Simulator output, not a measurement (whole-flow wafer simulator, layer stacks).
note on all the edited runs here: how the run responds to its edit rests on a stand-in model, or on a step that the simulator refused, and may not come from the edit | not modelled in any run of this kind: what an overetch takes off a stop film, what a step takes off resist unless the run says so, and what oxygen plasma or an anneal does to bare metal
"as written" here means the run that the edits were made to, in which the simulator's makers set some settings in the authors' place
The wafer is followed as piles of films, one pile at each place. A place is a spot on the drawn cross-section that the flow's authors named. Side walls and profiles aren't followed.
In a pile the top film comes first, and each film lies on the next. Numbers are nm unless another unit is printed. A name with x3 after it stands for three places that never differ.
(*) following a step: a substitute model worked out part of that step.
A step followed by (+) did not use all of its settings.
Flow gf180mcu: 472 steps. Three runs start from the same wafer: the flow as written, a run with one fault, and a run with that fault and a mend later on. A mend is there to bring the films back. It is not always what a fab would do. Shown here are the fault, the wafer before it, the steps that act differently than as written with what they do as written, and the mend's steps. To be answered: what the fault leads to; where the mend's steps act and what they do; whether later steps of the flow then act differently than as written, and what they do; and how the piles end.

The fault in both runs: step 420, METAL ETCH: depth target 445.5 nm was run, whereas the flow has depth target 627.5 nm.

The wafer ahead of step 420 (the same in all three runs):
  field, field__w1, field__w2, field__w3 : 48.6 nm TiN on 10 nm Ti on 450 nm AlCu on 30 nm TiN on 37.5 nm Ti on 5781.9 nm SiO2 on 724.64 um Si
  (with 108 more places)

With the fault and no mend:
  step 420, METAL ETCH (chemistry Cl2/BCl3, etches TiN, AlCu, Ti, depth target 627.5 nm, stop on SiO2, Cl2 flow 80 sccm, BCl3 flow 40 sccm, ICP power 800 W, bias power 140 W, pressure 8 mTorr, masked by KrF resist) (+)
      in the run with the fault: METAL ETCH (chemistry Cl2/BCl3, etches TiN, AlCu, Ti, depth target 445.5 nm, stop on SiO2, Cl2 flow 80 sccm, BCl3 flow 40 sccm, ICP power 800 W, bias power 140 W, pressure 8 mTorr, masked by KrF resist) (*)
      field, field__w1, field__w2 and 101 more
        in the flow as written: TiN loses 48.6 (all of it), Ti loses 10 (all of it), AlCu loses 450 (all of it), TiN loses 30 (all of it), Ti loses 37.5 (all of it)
        in the run with the fault: TiN loses 48.6 (all of it), Ti loses 10 (all of it), AlCu loses 386.9
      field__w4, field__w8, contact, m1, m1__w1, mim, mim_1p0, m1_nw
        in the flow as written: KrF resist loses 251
        in the run with the fault: KrF resist loses 178.2
  Later steps of the flow acting differently than as written (not shown: 1 more step that differs only slightly, by at most 2% or 0.5 nm, whichever is larger):
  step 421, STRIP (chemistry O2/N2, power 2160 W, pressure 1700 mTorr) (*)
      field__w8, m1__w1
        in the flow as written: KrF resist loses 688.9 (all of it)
        in the run with the fault: KrF resist loses 761.7 (all of it)
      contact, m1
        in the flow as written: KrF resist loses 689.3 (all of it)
        in the run with the fault: KrF resist loses 762.1 (all of it)
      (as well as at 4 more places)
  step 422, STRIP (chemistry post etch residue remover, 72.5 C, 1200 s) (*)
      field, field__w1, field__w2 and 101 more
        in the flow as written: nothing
        in the run with the fault: AlCu loses 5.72
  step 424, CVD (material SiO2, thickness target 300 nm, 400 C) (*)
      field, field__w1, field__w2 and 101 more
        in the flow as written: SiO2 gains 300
        in the run with the fault: SiO2 gains 300 (new film)
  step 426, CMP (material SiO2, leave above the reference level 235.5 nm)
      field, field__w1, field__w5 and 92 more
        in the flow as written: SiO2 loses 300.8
        in the run with the fault: SiO2 loses 425.7
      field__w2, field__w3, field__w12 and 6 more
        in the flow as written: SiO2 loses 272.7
        in the run with the fault: SiO2 loses 403.2
  At field, field__w1, field__w2 and 101 more, the piles at the end differ from the flow's by more than 2% or 0.5 nm, whichever is larger.
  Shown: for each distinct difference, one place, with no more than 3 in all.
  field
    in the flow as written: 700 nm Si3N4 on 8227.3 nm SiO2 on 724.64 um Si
    in the run with the fault: 700 nm Si3N4 on 2320.5 nm SiO2 on 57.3 nm AlCu on 30 nm TiN on 37.5 nm Ti on 5781.9 nm SiO2 on 724.64 um Si
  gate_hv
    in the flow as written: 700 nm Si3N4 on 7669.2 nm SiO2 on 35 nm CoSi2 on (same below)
    in the run with the fault: 700 nm Si3N4 on 2320.5 nm SiO2 on 57.3 nm AlCu on 30 nm TiN on 37.5 nm Ti on 5223.8 nm SiO2 on 35 nm CoSi2 on (same below)
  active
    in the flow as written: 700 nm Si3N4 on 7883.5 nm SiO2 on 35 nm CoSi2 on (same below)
    in the run with the fault: 700 nm Si3N4 on 2320.5 nm SiO2 on 57.3 nm AlCu on 30 nm TiN on 37.5 nm Ti on 5438.1 nm SiO2 on 35 nm CoSi2 on (same below)

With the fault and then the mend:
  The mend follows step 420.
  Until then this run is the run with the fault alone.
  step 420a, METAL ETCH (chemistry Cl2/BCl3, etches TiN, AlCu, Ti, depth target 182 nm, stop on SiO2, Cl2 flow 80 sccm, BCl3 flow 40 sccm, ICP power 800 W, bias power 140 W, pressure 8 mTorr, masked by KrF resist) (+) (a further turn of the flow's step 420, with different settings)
      field, field__w1, field__w2 and 101 more
        AlCu loses 63.1 (all of it), TiN loses 30 (all of it), Ti loses 37.5 (all of it)
      field__w4, field__w8, contact, m1, m1__w1, mim, mim_1p0, m1_nw
        KrF resist loses 72.8
  Later steps of the flow that are run all act as written at every place that is followed.
  The piles end the same as the flow's at every place that both follow.
